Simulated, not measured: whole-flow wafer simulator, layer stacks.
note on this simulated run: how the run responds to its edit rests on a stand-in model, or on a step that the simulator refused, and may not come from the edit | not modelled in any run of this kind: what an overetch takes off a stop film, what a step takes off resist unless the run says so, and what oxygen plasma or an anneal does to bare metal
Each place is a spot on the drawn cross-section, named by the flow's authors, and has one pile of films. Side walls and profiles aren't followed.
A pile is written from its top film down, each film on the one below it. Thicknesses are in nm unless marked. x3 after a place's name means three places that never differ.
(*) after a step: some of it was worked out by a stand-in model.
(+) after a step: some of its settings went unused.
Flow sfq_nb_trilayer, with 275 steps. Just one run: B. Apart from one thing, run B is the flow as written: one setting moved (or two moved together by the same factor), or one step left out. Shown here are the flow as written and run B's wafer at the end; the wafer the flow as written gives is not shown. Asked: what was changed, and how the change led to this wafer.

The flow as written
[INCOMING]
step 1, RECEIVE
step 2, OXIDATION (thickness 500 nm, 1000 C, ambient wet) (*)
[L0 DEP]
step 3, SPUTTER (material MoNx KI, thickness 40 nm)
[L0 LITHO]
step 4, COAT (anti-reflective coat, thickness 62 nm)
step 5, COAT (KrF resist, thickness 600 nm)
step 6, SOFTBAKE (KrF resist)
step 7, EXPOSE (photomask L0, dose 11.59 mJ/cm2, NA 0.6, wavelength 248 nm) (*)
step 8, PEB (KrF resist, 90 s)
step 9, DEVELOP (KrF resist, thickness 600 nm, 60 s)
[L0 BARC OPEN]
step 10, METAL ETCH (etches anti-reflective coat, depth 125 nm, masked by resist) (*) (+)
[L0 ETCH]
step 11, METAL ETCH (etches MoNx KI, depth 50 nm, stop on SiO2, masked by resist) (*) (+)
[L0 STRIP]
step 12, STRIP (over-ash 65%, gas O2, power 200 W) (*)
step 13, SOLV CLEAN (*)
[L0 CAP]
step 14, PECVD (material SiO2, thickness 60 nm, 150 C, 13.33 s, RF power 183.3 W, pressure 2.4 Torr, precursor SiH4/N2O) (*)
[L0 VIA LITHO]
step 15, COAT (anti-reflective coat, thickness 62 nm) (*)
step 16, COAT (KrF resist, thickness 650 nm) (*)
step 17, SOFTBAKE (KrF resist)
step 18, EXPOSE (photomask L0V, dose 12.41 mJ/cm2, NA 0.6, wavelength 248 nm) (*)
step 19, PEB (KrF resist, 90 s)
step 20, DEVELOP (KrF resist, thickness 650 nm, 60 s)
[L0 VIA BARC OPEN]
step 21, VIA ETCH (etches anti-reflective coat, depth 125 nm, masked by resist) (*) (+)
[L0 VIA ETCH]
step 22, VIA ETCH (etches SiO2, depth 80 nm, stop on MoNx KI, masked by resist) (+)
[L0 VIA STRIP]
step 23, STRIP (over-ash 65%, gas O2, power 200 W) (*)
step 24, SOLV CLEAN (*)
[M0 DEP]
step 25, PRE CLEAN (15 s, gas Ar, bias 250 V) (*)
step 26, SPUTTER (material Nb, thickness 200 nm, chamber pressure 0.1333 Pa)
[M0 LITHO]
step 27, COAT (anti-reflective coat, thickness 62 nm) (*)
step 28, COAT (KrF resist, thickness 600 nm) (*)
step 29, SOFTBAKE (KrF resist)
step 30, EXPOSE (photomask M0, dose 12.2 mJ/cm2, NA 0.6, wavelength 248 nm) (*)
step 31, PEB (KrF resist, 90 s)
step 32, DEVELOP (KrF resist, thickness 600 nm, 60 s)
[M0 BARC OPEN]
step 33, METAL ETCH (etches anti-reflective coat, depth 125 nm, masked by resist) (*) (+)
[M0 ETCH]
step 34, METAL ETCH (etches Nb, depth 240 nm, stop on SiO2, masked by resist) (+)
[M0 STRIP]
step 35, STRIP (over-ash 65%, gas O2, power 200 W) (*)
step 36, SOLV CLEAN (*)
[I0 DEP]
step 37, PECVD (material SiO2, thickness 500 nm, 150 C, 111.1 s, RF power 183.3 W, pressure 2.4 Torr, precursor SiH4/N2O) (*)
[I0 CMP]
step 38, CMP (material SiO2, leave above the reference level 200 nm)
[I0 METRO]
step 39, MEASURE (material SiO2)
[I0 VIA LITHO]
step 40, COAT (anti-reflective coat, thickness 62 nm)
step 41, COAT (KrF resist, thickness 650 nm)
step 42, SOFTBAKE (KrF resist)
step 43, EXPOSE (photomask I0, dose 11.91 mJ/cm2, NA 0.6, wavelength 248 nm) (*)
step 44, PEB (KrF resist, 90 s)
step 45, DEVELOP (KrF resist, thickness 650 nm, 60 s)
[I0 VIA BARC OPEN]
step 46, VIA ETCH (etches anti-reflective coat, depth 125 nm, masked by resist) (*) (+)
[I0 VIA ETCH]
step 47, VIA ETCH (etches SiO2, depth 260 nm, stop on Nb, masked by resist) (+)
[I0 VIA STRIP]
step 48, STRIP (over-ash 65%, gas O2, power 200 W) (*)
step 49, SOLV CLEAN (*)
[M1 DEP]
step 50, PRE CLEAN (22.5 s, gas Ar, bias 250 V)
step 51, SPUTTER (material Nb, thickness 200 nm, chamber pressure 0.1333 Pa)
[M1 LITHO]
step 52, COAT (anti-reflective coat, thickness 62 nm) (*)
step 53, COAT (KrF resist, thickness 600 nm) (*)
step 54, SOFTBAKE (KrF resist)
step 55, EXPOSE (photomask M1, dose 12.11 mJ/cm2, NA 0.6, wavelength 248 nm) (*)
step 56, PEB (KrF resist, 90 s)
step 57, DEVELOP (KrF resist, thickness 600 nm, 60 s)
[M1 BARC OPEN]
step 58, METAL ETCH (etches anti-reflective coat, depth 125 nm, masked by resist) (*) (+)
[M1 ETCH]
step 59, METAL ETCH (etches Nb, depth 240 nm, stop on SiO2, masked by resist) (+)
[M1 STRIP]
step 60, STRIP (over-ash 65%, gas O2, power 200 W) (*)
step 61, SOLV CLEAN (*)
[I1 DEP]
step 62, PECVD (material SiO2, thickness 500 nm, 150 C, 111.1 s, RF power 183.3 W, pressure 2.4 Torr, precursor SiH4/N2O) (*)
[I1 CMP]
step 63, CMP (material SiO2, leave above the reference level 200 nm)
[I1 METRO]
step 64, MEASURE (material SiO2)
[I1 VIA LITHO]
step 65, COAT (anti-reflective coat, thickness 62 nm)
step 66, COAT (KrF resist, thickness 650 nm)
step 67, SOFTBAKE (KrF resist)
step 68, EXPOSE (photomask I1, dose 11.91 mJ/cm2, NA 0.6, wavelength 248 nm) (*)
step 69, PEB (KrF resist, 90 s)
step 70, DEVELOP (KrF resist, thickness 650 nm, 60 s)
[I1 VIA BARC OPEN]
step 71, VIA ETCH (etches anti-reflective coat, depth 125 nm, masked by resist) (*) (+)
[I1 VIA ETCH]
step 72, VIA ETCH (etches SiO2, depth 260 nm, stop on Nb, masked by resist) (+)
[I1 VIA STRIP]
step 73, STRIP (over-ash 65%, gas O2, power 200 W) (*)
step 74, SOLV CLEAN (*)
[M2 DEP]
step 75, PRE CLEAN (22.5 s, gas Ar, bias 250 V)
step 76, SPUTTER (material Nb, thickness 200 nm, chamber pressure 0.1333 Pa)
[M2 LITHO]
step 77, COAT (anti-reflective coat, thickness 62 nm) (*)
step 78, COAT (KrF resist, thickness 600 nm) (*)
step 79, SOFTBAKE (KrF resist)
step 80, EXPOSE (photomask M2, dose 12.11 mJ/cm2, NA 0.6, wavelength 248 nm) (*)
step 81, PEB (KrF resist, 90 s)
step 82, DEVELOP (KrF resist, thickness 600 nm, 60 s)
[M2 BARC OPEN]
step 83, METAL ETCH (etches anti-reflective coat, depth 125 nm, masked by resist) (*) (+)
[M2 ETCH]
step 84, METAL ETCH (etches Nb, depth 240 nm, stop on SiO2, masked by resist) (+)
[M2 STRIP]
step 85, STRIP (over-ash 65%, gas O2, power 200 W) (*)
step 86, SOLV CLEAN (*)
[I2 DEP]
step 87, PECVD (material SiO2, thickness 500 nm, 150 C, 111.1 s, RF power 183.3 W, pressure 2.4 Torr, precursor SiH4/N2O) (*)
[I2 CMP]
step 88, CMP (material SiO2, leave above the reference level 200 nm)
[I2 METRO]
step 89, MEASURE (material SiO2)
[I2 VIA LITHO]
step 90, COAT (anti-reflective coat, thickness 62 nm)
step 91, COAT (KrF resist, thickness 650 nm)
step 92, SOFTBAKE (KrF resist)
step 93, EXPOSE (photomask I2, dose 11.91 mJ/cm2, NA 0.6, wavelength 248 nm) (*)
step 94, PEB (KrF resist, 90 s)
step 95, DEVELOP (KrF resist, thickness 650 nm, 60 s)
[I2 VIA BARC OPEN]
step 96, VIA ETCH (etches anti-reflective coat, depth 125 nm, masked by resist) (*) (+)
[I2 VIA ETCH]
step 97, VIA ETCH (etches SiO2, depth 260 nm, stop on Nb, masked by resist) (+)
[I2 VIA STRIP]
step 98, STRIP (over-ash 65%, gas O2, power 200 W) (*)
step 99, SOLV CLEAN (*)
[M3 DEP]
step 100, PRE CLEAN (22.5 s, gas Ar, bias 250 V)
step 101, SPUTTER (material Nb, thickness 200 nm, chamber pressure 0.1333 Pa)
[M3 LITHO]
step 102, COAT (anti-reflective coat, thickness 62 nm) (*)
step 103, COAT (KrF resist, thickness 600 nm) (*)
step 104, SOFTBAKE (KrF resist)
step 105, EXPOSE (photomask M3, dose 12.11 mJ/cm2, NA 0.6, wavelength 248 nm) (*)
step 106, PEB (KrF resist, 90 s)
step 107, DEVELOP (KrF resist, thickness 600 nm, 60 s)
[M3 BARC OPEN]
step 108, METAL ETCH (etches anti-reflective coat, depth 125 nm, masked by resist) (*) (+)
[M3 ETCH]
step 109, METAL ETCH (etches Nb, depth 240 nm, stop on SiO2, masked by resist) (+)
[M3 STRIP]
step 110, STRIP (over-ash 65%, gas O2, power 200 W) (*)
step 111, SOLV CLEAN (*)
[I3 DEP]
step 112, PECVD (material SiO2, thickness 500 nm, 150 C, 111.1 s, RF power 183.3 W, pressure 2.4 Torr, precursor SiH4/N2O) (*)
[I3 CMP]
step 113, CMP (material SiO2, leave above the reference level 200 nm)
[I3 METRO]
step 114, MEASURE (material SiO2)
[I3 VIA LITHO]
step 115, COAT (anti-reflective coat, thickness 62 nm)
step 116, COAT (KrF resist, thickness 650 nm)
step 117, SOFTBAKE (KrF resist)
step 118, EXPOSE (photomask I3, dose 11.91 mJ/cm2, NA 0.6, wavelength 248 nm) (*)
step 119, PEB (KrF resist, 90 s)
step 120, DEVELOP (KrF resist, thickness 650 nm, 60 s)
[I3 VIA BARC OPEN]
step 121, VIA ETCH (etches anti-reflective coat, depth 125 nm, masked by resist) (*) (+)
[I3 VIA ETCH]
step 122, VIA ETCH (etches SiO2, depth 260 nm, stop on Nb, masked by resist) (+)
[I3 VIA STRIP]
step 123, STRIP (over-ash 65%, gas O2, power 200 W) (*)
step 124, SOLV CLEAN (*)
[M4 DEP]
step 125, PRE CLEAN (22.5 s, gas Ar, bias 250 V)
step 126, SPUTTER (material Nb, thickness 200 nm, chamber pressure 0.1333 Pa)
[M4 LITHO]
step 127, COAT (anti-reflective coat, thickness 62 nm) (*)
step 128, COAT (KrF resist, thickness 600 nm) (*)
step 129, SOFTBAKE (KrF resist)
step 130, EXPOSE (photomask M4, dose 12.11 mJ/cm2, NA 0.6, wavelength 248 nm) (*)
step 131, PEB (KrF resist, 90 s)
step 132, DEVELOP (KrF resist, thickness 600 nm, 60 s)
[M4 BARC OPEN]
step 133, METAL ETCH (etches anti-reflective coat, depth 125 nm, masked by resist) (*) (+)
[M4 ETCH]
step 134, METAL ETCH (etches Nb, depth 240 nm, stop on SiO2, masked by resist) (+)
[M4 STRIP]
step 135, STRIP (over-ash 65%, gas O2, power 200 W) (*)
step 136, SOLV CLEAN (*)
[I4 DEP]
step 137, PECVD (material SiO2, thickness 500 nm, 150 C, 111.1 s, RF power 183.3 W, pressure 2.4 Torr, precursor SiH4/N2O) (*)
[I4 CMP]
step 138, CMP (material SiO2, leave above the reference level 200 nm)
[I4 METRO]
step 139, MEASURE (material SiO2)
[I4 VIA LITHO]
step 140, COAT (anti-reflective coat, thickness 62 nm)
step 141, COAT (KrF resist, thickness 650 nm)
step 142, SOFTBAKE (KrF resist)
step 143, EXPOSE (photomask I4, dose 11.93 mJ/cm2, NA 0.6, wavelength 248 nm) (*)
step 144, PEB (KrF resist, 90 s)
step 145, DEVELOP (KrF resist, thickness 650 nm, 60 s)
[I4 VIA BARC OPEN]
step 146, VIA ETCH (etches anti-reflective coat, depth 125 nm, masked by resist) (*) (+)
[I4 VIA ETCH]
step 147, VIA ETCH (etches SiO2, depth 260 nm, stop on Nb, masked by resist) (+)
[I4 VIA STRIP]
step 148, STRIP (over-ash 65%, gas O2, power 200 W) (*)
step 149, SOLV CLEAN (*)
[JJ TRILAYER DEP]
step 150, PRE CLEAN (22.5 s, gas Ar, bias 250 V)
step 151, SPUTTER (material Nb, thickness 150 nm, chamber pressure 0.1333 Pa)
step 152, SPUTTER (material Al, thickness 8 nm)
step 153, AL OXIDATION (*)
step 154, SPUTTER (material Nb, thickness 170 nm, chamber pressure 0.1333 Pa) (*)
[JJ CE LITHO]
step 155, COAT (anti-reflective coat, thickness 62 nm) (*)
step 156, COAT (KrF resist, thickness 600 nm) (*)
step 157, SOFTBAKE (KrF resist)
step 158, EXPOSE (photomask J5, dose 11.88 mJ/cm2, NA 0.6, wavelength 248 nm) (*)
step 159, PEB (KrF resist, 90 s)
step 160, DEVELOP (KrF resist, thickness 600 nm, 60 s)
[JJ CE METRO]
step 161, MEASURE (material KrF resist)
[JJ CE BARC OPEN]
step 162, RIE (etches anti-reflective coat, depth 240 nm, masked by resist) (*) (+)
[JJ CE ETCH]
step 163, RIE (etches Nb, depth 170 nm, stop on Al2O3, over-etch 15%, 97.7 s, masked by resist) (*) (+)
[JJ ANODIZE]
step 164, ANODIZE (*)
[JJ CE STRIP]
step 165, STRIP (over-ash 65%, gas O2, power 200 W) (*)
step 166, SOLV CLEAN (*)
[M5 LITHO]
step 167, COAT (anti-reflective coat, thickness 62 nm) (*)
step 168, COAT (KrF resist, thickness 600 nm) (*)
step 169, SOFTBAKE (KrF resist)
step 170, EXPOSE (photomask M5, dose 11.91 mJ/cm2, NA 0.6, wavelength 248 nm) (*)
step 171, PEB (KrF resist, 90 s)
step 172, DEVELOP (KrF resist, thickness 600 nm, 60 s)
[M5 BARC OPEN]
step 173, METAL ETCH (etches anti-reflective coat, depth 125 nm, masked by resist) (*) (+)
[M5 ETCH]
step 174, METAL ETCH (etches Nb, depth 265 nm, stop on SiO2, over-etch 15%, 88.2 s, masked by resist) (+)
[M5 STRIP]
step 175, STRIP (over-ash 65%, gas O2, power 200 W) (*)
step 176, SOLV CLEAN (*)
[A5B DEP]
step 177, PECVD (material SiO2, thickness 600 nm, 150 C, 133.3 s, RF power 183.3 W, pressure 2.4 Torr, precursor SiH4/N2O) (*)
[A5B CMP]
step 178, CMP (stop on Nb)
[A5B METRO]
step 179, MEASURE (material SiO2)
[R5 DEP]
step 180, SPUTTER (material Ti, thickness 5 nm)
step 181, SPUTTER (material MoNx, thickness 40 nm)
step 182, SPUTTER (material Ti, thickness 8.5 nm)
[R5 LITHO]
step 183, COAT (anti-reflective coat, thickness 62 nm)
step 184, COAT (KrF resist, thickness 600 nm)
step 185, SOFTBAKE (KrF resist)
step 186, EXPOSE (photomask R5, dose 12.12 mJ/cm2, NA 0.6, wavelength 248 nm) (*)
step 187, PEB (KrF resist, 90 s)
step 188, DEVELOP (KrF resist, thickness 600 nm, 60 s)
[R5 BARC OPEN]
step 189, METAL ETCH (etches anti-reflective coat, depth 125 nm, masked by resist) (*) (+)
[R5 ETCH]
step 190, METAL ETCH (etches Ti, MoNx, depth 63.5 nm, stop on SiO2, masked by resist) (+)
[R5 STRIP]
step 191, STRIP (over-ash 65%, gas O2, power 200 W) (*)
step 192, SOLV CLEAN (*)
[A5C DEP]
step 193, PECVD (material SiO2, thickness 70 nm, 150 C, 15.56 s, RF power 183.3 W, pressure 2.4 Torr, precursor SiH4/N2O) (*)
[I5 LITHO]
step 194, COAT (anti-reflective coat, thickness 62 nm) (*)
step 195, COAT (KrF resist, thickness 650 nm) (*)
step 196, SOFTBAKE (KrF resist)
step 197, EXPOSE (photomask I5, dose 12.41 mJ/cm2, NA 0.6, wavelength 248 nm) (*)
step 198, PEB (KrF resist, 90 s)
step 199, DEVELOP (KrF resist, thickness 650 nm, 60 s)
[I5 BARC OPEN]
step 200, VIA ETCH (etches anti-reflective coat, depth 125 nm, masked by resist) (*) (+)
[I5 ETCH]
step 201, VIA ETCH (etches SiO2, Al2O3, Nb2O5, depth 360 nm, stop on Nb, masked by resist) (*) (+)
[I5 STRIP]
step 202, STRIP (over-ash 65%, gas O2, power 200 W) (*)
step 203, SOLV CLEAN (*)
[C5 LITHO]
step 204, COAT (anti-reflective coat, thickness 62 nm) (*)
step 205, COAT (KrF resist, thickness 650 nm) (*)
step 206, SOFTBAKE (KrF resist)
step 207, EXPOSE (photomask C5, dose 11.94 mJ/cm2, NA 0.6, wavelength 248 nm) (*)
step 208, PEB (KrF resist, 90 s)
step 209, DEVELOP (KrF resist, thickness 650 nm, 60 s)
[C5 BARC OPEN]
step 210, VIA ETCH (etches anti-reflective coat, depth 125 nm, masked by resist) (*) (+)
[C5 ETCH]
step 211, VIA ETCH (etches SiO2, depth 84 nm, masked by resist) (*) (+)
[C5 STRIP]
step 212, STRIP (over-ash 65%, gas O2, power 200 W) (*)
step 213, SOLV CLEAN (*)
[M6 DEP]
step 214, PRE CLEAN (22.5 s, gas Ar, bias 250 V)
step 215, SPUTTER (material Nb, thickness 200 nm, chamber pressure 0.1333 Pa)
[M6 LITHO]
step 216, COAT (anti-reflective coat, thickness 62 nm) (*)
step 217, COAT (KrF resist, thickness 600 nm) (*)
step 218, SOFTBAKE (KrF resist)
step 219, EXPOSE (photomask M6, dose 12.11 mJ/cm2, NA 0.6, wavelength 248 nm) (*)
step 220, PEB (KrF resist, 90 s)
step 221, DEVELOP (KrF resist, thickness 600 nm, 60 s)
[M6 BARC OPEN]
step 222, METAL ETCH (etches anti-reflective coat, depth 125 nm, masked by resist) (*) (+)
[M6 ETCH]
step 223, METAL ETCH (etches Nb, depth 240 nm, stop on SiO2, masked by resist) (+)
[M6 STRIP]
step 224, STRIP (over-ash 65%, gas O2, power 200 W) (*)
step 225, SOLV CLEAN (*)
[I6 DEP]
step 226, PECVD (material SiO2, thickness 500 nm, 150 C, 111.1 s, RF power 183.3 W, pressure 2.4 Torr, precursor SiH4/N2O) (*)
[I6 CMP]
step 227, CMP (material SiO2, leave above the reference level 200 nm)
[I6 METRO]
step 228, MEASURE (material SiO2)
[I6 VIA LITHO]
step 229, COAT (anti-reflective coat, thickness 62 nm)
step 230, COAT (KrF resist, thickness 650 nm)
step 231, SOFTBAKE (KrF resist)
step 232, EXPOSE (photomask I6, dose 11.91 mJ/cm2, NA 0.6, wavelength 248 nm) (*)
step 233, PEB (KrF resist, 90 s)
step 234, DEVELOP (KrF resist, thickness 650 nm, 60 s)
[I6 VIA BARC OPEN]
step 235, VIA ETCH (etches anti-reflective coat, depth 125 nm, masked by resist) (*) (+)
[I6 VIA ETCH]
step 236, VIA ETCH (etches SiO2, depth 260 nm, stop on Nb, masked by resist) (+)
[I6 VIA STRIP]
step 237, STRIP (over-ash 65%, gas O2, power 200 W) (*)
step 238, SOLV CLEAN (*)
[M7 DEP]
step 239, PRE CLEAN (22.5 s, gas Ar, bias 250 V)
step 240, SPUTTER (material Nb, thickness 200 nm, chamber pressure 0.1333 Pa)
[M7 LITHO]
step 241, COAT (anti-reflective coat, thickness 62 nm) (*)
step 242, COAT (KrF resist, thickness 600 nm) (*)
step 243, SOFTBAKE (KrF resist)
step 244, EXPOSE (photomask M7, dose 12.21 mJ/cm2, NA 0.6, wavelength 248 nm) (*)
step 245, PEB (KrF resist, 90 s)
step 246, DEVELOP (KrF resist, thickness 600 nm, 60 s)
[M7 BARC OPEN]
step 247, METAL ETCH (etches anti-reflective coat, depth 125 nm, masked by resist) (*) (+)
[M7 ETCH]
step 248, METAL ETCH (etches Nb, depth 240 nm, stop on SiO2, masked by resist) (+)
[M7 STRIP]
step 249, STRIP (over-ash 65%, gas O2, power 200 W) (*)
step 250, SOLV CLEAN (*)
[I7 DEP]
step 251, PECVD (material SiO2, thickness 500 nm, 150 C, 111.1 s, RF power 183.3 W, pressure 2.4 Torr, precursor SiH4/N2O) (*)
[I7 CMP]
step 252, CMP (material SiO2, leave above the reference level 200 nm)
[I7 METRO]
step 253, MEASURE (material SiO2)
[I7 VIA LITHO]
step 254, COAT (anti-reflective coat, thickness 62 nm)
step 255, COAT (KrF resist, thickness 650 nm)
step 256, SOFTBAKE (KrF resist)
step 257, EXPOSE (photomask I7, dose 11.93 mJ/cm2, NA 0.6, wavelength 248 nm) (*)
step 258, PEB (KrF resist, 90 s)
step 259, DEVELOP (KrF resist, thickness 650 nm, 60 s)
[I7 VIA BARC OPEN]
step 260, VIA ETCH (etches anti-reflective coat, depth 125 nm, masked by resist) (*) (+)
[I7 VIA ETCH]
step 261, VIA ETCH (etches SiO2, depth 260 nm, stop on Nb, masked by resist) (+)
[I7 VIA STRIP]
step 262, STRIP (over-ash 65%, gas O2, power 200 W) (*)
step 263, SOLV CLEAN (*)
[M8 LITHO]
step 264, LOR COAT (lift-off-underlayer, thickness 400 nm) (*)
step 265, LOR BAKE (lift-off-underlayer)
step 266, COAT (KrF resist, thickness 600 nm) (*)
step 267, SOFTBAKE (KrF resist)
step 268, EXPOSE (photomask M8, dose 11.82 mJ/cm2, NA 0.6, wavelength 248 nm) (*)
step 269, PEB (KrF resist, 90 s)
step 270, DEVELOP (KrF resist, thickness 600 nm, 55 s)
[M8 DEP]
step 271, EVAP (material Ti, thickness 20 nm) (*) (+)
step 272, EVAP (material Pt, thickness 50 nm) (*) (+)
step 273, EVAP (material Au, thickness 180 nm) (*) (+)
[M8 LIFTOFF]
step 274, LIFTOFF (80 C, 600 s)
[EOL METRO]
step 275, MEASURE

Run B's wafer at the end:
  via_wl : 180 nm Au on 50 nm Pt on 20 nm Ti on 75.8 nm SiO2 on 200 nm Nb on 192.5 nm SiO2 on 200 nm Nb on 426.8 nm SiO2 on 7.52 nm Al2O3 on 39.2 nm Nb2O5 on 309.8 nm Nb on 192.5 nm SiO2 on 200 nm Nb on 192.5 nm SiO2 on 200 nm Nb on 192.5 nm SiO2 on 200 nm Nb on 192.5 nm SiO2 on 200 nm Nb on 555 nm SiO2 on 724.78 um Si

Cause: step 261, VIA ETCH: depth 124 nm was run, whereas the flow has depth 260 nm.

The path from the change to this, step by step:
  step 261, VIA ETCH (etches SiO2, depth 260 nm, stop on Nb, masked by resist) (+)
      via_wl, via_w, via_wr: SiO2 loses 124 (in the flow as written it would be: SiO2 loses 199.8 (all of it))
      field_l, v_sur, via_sp and 100 more: KrF resist loses 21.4 (in the flow as written it would be: KrF resist loses 44.8)
  step 262, STRIP (over-ash 65%, gas O2, power 200 W) (*)
      field_l, v_sur, via_sp and 100 more: KrF resist loses 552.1 (all of it), anti-reflective coat loses 62 (all of it) (in the flow as written it would be: KrF resist loses 528.6 (all of it), anti-reflective coat loses 62 (all of it))
  step 264, LOR COAT (lift-off-underlayer, thickness 400 nm) (*)
      via_wl, via_wr: lift-off-underlayer gains 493 (new film) (in the flow as written it would be: lift-off-underlayer gains 549.8 (new film))
      v_sur: lift-off-underlayer gains 381 (new film) (in the flow as written it would be: lift-off-underlayer gains 369.4 (new film))
      (as well as at 2 more places)
  step 266, COAT (KrF resist, thickness 600 nm) (*)
      via_w: KrF resist gains 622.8 (new film) (in the flow as written it would be: KrF resist gains 636.8 (new film))
  step 270, DEVELOP (KrF resist, thickness 600 nm, 55 s)
      v_sur: KrF resist loses 604.1 (all of it), lift-off-underlayer loses 381 (all of it) (in the flow as written it would be: KrF resist loses 607.3 (all of it), lift-off-underlayer loses 369.4 (all of it))
      via_wl: KrF resist loses 614.3 (all of it), lift-off-underlayer loses 493 (all of it) (in the flow as written it would be: KrF resist loses 623.9 (all of it), lift-off-underlayer loses 549.8 (all of it))
      (as well as at 3 more places)
If metal films that touch count as one body, via_wl has 8 bodies (between them, from the top down: SiO2 75.8; SiO2 192.5; SiO2 426.8 / Al2O3 7.52 / Nb2O5 39.2; SiO2 192.5; SiO2 192.5; SiO2 192.5; SiO2 192.5); the flow as written gives 7 bodies (between them, from the top down: SiO2 192.5; SiO2 426.8 / Al2O3 7.52 / Nb2O5 39.2; SiO2 192.5; SiO2 192.5; SiO2 192.5; SiO2 192.5).
